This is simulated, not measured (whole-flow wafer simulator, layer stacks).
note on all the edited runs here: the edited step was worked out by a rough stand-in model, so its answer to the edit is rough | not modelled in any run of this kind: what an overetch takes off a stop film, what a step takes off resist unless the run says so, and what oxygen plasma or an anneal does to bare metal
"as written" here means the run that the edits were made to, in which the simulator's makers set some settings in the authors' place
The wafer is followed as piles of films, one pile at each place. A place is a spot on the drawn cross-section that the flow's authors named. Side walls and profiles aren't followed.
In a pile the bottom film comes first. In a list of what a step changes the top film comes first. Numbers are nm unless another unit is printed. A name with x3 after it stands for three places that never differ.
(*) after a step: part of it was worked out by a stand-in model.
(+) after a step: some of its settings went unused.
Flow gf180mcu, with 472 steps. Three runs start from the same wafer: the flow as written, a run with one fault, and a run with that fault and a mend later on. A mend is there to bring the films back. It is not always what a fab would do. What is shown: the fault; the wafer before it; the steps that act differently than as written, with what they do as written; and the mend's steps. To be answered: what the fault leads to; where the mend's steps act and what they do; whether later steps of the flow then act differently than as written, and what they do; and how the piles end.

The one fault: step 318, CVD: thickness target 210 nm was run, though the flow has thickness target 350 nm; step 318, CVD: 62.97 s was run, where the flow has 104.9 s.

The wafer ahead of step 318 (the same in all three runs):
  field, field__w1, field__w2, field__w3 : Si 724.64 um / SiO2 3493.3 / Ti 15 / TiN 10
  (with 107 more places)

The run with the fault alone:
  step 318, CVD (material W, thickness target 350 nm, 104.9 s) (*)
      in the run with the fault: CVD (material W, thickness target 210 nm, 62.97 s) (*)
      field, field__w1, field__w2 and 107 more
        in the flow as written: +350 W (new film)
        in the run with the fault: +211.1 W (new film)
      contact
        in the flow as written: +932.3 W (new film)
        in the run with the fault: +793.4 W (new film)
  Steps later in the flow that act otherwise than as written:
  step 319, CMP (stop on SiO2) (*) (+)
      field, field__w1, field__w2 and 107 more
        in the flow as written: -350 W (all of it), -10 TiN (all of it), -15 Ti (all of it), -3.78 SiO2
        in the run with the fault: -211.1 W (all of it), -10 TiN (all of it), -15 Ti (all of it), -2.38 SiO2
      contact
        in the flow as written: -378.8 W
        in the run with the fault: -238.5 W
  When the end is reached, the piles differ only a little from the flow's at the places that both follow, at most by 2% or 0.5 nm, whichever is larger.

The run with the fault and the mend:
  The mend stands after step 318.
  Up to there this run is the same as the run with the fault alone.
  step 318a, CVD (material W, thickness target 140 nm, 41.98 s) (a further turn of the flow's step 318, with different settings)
      field, field__w1, field__w2 and 108 more
        +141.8 W
  Every later step of the flow that is run acts as written, at every place that is followed, to within 2% or 0.5 nm, whichever is larger.
  When the end is reached, the piles differ only a little from the flow's at the places that both follow, at most by 2% or 0.5 nm, whichever is larger.
